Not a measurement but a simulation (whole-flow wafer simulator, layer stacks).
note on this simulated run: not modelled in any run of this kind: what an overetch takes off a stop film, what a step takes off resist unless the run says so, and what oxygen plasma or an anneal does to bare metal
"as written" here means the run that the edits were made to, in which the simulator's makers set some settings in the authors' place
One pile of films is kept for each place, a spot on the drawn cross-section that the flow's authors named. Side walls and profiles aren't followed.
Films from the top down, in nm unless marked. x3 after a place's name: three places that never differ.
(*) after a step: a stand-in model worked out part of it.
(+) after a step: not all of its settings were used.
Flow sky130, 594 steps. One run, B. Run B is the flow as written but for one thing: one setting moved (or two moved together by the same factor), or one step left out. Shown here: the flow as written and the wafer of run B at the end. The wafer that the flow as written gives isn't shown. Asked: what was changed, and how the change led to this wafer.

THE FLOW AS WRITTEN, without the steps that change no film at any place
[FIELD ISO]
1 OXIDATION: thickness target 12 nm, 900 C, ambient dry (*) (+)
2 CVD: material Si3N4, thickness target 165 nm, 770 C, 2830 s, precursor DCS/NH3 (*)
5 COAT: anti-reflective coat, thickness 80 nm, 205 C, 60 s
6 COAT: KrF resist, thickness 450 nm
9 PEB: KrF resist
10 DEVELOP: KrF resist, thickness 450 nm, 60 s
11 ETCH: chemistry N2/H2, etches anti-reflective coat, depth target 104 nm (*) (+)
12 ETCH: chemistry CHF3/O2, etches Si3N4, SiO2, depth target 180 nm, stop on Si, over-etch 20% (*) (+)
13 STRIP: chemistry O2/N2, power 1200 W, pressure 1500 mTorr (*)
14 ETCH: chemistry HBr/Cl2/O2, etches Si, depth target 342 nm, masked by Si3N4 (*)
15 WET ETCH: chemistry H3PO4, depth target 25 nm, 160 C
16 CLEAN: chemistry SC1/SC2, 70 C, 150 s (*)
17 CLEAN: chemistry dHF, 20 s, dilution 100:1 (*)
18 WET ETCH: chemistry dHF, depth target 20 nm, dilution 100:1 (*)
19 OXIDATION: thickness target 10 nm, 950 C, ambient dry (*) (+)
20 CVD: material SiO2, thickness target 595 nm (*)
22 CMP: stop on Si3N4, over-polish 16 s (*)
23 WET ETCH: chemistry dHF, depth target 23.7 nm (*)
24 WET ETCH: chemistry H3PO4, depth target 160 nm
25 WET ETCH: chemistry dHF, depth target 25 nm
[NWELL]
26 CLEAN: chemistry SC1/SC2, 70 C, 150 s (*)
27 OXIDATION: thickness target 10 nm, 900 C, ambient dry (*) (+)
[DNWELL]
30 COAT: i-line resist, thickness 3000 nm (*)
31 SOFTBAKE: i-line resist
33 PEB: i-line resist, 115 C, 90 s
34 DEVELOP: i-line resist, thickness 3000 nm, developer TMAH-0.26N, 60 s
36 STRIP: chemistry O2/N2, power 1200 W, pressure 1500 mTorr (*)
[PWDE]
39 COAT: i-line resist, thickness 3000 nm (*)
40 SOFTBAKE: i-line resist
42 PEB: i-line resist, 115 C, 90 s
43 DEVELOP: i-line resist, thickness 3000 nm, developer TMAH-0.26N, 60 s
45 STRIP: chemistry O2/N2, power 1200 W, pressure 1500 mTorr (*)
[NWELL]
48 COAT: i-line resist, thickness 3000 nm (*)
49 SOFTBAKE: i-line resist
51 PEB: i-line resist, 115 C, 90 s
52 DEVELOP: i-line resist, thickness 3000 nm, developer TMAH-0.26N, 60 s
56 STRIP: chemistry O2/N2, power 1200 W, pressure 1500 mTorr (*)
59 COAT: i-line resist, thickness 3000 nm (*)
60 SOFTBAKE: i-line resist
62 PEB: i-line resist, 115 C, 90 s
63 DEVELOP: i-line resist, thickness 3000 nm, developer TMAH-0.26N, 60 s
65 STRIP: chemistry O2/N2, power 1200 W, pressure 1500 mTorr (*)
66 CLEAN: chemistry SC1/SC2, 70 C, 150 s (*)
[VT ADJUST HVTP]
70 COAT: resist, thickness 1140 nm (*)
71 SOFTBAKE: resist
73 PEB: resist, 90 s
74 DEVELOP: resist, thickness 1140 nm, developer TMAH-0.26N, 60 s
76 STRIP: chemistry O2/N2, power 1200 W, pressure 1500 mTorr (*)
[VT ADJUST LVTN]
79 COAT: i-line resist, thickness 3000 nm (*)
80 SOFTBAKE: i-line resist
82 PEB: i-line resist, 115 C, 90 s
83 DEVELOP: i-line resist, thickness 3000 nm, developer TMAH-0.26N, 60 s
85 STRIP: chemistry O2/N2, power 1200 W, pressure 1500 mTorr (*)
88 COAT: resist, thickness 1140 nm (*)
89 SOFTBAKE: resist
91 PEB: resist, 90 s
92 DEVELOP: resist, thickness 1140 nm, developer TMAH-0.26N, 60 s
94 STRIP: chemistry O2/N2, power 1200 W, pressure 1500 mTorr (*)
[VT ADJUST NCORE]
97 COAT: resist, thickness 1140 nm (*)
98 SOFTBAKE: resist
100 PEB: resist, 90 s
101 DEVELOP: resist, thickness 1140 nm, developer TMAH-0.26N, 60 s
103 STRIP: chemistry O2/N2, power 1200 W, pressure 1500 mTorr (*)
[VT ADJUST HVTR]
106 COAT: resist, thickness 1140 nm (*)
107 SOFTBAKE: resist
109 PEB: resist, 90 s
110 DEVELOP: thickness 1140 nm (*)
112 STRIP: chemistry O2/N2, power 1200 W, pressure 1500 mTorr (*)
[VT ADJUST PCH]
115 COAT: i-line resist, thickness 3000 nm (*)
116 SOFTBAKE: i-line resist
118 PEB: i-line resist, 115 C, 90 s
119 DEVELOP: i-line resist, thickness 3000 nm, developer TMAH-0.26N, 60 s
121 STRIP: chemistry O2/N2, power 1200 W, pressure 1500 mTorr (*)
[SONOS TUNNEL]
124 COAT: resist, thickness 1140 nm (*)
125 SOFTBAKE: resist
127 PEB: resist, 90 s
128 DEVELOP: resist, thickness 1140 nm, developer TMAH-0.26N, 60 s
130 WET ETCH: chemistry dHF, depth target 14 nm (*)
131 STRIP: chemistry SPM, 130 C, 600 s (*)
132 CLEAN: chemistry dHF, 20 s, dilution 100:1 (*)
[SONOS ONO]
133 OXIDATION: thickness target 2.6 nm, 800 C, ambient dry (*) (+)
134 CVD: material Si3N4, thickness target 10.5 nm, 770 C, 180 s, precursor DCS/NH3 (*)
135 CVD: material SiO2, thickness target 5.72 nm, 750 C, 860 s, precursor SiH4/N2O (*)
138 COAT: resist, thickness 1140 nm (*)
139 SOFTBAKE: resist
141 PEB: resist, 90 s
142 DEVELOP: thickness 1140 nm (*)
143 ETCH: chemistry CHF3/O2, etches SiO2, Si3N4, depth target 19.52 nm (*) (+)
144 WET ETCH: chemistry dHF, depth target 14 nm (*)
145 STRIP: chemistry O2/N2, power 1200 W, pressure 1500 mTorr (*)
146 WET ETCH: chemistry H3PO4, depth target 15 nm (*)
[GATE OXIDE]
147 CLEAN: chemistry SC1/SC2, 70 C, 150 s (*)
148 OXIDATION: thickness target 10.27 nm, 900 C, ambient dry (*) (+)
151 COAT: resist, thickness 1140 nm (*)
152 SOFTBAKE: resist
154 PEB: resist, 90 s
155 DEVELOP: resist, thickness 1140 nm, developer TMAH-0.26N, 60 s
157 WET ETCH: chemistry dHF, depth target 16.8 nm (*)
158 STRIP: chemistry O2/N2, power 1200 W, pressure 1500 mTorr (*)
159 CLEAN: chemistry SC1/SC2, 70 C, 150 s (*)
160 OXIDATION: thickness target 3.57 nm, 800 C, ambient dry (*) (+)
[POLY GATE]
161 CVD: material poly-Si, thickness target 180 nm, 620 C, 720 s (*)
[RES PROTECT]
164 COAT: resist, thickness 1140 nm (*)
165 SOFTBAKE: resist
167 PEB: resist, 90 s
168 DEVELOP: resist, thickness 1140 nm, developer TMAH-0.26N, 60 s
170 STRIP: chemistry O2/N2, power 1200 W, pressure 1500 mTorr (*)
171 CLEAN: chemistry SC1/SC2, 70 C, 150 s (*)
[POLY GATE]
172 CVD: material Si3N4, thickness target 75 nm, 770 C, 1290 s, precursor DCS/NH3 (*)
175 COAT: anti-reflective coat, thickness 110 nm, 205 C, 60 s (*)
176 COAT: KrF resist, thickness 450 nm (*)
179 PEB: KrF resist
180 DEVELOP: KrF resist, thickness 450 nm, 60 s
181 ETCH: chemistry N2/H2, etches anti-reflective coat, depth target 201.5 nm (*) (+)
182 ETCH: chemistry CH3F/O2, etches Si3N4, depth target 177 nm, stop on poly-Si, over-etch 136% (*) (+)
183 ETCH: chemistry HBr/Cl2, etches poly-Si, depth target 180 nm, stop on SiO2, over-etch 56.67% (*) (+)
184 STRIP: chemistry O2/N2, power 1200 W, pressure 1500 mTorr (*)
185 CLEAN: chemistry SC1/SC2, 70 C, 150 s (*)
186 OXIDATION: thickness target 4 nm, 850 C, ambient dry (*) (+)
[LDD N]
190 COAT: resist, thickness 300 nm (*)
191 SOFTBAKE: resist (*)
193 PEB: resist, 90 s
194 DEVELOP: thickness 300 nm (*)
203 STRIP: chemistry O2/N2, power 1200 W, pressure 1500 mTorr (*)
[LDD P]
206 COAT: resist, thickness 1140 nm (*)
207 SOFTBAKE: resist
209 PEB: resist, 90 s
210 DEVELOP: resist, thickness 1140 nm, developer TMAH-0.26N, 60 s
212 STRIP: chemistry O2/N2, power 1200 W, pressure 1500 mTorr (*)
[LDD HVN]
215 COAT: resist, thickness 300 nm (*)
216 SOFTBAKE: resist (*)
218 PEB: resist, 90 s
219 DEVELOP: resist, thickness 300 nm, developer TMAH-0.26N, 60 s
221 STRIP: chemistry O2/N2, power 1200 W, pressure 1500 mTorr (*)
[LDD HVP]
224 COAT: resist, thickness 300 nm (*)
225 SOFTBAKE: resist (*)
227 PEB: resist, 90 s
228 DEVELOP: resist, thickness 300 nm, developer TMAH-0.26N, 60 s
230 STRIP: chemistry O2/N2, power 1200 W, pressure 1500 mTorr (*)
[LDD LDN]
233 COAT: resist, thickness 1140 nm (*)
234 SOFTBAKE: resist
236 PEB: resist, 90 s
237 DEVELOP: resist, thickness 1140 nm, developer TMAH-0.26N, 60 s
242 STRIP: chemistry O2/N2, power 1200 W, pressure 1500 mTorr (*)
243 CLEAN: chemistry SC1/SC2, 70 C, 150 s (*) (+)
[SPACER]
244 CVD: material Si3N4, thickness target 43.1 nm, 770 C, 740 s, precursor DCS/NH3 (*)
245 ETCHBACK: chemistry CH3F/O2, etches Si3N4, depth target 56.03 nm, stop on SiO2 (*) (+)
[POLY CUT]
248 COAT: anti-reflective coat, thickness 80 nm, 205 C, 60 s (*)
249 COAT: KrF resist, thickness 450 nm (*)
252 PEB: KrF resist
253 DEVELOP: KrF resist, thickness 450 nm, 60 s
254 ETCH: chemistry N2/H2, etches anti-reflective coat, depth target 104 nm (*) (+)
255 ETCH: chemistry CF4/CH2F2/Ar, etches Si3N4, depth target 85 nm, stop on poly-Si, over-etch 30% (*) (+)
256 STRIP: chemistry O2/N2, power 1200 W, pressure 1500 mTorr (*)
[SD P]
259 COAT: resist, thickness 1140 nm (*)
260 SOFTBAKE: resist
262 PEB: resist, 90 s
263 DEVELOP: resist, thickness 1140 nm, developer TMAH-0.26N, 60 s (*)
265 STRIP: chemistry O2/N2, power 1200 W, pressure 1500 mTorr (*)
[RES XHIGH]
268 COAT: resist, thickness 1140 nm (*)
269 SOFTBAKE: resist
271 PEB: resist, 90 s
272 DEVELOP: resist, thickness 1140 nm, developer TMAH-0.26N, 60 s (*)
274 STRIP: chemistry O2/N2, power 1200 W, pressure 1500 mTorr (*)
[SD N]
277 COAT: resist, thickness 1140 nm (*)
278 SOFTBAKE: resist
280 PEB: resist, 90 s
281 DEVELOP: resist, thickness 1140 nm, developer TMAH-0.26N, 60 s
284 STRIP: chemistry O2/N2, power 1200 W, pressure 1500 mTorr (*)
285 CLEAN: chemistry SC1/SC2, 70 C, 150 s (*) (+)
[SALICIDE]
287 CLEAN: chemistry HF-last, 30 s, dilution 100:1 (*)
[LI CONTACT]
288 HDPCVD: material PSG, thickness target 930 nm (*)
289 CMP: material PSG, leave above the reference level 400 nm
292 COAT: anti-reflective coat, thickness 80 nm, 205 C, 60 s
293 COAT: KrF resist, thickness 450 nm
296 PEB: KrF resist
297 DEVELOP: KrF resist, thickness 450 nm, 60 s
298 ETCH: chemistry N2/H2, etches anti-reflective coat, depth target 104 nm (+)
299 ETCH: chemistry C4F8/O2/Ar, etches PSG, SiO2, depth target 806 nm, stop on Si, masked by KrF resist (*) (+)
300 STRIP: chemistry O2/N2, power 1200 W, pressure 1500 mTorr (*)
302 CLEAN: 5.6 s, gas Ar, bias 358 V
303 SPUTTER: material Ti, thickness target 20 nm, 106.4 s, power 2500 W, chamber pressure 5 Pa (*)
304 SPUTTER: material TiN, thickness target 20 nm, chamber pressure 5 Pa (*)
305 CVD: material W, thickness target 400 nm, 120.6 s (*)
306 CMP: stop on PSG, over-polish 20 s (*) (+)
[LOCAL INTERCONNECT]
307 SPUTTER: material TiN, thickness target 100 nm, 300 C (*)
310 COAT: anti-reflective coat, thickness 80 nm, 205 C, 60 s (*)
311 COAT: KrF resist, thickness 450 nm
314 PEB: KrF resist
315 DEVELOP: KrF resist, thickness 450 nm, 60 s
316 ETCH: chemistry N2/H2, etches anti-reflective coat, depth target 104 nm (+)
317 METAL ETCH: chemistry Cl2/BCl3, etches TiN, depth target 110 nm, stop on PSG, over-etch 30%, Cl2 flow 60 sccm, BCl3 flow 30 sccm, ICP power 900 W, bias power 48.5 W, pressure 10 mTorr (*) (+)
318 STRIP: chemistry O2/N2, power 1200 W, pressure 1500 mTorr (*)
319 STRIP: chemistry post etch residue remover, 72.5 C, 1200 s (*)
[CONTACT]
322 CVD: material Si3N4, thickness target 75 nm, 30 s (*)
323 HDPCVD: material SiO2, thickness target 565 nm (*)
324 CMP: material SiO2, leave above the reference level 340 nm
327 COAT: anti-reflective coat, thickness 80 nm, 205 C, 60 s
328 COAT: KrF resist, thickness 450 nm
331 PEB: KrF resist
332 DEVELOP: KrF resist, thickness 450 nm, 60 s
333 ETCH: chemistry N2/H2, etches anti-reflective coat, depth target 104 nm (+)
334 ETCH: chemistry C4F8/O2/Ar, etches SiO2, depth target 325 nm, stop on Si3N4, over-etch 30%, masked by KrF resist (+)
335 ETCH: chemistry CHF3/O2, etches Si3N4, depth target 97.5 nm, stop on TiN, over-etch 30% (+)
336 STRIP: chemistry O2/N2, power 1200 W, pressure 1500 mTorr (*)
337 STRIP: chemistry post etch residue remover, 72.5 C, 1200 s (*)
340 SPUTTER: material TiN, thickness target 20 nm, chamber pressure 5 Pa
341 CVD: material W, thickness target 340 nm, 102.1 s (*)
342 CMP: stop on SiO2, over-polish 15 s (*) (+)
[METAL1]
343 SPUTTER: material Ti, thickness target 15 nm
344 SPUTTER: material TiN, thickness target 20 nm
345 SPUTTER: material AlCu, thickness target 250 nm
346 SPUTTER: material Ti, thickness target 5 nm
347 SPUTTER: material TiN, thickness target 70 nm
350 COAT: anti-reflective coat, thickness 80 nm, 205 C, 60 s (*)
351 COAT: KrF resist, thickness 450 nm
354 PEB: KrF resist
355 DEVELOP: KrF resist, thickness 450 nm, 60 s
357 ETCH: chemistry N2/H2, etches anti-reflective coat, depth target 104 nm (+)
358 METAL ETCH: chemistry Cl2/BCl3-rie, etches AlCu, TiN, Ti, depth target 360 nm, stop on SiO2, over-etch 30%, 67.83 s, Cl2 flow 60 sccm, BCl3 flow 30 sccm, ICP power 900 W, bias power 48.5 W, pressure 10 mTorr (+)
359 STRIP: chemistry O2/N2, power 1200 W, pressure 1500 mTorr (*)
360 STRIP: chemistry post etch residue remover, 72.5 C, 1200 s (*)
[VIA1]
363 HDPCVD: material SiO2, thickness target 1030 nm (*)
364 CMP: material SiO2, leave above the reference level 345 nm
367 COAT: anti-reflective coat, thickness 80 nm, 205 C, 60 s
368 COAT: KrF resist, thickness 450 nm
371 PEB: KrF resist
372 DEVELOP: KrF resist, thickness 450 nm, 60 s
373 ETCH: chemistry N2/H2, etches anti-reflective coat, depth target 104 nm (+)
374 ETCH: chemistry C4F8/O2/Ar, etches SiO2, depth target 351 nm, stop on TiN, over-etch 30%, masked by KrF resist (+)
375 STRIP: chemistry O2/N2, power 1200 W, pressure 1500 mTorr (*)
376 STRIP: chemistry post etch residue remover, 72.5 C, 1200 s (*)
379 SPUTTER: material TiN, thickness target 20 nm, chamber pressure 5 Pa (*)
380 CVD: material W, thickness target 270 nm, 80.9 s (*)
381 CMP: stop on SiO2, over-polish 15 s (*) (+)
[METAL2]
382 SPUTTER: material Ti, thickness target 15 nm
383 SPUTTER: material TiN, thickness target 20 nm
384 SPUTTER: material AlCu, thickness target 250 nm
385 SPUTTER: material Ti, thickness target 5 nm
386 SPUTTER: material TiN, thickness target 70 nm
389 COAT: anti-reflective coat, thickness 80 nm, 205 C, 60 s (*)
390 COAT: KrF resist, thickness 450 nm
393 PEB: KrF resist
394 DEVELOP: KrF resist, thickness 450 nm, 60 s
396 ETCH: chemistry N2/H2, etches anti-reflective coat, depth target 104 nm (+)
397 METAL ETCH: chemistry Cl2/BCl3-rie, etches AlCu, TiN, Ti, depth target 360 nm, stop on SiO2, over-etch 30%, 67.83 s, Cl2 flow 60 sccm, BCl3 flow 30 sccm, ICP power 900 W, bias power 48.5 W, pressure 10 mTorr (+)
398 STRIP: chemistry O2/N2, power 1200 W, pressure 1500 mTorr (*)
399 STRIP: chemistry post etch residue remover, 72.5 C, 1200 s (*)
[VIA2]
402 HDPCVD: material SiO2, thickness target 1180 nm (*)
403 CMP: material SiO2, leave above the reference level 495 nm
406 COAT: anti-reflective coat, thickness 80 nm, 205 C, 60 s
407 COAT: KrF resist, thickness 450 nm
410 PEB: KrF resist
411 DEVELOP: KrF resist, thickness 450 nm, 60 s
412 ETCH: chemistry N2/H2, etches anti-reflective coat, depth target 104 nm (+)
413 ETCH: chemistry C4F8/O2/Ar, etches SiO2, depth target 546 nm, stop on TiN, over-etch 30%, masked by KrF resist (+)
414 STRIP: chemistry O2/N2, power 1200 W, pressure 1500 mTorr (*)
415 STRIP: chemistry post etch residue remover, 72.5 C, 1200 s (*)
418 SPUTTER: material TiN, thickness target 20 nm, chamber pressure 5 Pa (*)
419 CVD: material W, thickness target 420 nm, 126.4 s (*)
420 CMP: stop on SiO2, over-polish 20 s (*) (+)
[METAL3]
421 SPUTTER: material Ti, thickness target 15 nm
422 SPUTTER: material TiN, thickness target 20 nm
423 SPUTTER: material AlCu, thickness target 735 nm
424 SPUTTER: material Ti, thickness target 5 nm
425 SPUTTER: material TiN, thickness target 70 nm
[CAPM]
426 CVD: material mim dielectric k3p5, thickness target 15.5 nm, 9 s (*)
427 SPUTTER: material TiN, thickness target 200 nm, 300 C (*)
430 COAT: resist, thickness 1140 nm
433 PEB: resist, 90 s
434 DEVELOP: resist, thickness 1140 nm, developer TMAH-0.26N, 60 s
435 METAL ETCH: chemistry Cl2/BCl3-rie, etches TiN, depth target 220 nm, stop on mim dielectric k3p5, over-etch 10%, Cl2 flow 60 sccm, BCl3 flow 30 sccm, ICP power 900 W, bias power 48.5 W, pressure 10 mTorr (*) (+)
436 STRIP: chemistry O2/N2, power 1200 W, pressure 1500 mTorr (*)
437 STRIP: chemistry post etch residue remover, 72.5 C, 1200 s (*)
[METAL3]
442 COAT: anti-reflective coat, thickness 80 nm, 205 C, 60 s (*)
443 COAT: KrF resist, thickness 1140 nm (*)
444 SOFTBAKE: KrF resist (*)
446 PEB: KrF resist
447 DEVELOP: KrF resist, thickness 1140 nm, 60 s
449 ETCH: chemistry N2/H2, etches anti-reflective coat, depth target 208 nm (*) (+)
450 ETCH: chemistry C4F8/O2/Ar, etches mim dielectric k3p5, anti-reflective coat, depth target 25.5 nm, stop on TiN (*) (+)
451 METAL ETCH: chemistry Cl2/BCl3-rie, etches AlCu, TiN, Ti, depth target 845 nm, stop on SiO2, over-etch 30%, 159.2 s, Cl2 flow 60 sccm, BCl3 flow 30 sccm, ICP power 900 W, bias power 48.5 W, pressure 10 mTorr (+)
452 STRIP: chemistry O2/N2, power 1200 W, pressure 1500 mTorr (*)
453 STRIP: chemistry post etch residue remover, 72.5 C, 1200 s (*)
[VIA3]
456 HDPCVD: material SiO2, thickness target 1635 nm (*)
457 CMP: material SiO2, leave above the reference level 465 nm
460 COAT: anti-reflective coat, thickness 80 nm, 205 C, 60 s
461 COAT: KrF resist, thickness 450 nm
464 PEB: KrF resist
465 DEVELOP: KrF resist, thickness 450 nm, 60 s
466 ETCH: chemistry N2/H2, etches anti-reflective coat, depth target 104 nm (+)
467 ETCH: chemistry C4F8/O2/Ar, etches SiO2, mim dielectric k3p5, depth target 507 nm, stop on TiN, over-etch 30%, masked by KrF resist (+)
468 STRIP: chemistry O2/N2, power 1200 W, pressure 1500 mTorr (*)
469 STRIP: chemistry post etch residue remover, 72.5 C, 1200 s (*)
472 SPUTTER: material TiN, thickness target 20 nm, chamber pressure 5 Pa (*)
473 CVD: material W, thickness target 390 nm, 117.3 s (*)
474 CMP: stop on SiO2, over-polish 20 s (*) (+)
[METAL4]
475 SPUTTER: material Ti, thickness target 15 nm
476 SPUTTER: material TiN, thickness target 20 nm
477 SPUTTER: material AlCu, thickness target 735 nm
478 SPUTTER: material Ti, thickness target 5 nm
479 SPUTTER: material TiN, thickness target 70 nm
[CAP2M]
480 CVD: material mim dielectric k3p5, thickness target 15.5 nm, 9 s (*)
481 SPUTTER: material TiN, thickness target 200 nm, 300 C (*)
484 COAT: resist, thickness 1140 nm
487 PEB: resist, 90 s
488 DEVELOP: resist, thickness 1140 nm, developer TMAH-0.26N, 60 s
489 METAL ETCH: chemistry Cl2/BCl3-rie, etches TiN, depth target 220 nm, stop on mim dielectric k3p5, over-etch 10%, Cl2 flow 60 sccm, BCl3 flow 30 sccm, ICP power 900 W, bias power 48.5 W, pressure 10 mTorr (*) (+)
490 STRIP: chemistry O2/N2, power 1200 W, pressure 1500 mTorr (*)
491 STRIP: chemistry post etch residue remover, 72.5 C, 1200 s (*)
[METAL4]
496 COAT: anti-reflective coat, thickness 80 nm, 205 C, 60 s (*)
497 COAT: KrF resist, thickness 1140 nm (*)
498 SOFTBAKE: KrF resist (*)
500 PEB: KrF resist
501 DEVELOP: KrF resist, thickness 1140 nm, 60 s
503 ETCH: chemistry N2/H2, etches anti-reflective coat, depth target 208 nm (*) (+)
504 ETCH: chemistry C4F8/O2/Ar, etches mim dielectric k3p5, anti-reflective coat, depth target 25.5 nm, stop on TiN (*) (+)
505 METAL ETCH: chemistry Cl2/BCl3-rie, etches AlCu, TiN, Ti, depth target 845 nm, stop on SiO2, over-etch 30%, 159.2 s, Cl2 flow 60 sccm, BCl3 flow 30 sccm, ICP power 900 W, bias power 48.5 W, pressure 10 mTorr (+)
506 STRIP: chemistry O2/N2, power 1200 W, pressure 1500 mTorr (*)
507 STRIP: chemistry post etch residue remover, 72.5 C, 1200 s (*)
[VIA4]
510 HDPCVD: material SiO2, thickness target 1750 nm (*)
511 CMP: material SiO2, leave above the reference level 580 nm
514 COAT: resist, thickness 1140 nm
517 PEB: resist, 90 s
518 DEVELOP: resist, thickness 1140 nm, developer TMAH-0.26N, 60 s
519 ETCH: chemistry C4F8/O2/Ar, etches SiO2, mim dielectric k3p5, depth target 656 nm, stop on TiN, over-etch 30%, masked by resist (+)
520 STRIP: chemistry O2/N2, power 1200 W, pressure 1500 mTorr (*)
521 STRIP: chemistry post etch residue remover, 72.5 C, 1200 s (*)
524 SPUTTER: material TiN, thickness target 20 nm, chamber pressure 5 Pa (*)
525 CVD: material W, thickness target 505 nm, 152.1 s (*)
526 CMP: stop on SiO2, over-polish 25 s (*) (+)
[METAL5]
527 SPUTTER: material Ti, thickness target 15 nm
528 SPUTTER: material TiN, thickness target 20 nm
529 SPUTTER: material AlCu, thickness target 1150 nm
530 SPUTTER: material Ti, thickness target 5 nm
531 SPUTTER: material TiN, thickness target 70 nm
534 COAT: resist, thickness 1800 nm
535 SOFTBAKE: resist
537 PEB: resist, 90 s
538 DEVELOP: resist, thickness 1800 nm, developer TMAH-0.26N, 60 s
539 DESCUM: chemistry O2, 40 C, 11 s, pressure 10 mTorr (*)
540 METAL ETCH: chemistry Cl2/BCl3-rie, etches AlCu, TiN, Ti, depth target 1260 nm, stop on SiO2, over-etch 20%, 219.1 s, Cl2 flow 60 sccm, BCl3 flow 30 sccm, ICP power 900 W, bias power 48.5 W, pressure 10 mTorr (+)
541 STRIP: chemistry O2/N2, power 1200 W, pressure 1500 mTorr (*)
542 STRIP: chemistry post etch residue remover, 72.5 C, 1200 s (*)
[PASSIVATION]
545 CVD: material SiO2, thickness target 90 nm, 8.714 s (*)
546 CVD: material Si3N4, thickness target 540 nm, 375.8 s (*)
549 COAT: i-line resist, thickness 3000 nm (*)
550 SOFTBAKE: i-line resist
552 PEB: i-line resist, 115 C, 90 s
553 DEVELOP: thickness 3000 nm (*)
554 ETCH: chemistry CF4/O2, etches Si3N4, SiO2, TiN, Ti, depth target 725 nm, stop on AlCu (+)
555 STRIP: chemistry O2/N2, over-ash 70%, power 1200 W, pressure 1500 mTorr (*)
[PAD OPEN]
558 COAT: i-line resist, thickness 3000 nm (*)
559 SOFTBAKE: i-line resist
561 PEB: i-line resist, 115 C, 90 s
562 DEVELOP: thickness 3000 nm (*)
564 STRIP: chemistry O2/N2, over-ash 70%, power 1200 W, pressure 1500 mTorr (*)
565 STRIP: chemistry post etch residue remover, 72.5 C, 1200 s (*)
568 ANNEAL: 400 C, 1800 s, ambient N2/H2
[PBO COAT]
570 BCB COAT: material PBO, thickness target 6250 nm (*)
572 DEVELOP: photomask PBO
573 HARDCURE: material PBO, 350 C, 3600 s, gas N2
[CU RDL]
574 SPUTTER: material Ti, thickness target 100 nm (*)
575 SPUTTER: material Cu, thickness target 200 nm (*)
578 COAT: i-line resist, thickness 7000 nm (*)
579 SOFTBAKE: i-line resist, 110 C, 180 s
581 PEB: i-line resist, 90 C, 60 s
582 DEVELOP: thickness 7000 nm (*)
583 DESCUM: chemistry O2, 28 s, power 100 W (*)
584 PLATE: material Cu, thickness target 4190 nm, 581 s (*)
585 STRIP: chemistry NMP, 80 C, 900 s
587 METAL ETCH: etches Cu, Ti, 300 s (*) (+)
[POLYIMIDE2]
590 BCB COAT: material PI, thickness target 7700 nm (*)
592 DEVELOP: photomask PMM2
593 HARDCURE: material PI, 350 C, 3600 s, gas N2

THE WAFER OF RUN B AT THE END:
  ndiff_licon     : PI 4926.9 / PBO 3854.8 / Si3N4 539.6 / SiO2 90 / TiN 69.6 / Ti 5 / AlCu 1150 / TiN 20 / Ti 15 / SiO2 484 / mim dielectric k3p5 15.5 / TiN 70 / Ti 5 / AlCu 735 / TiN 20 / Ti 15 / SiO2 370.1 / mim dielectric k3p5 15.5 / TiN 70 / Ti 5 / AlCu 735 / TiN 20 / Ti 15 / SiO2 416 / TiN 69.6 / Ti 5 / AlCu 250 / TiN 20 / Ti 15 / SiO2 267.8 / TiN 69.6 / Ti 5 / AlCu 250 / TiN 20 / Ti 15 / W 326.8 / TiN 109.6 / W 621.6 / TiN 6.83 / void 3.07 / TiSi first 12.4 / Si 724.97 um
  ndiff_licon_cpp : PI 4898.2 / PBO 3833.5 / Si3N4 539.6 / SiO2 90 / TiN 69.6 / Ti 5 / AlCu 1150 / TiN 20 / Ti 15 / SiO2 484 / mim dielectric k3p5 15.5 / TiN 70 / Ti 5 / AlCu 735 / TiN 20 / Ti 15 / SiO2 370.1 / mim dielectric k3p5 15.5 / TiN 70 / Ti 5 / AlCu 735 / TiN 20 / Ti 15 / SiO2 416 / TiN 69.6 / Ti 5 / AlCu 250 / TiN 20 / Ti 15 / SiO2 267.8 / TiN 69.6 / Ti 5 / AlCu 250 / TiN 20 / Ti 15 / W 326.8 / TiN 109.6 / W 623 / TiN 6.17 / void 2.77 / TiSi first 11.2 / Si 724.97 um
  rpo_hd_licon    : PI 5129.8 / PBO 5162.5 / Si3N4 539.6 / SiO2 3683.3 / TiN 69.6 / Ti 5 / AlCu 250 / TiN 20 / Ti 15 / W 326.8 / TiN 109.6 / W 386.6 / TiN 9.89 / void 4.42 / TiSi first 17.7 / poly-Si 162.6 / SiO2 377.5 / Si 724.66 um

The cause: step 568, ANNEAL: 453 C was run, where the flow has 400 C.

How the change led to this, step by step:
  568 ANNEAL: 400 C, 1800 s, ambient N2/H2
      ndiff_licon: under 37 films: void +3.07 (new film), TiSi first +12.4 (new film), Ti -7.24 (all of it), Si -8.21 (as written it would be: under 37 films: void +1.52 (new film), Ti -3.59, TiSi first +6.13 (new film), Si -4.07)
      ndiff_licon_cpp: under 37 films: void +2.77 (new film), TiSi first +11.2 (new film), Ti -6.53 (all of it), Si -7.41 (as written it would be: under 37 films: void +1.52 (new film), Ti -3.59, TiSi first +6.13 (new film), Si -4.07)
      (and at 2 more places)
Counting metal films that touch as one body, ndiff_licon has 5 bodies (between them, from the top down: SiO2 484 / mim dielectric k3p5 15.5; SiO2 370.1 / mim dielectric k3p5 15.5; SiO2 416; SiO2 267.8); the flow as written gives 6 bodies (between them, from the top down: SiO2 484 / mim dielectric k3p5 15.5; SiO2 370.1 / mim dielectric k3p5 15.5; SiO2 416; SiO2 267.8; void 1.67).
Counting metal films that touch as one body, ndiff_licon_cpp has 5 bodies (between them, from the top down: SiO2 484 / mim dielectric k3p5 15.5; SiO2 370.1 / mim dielectric k3p5 15.5; SiO2 416; SiO2 267.8); the flow as written gives 6 bodies (between them, from the top down: SiO2 484 / mim dielectric k3p5 15.5; SiO2 370.1 / mim dielectric k3p5 15.5; SiO2 416; SiO2 267.8; void 1.67).
Counting metal films that touch as one body, rpo_hd_licon has 1 body; the flow as written gives 2 bodies (between them, from the top down: void 1.69).
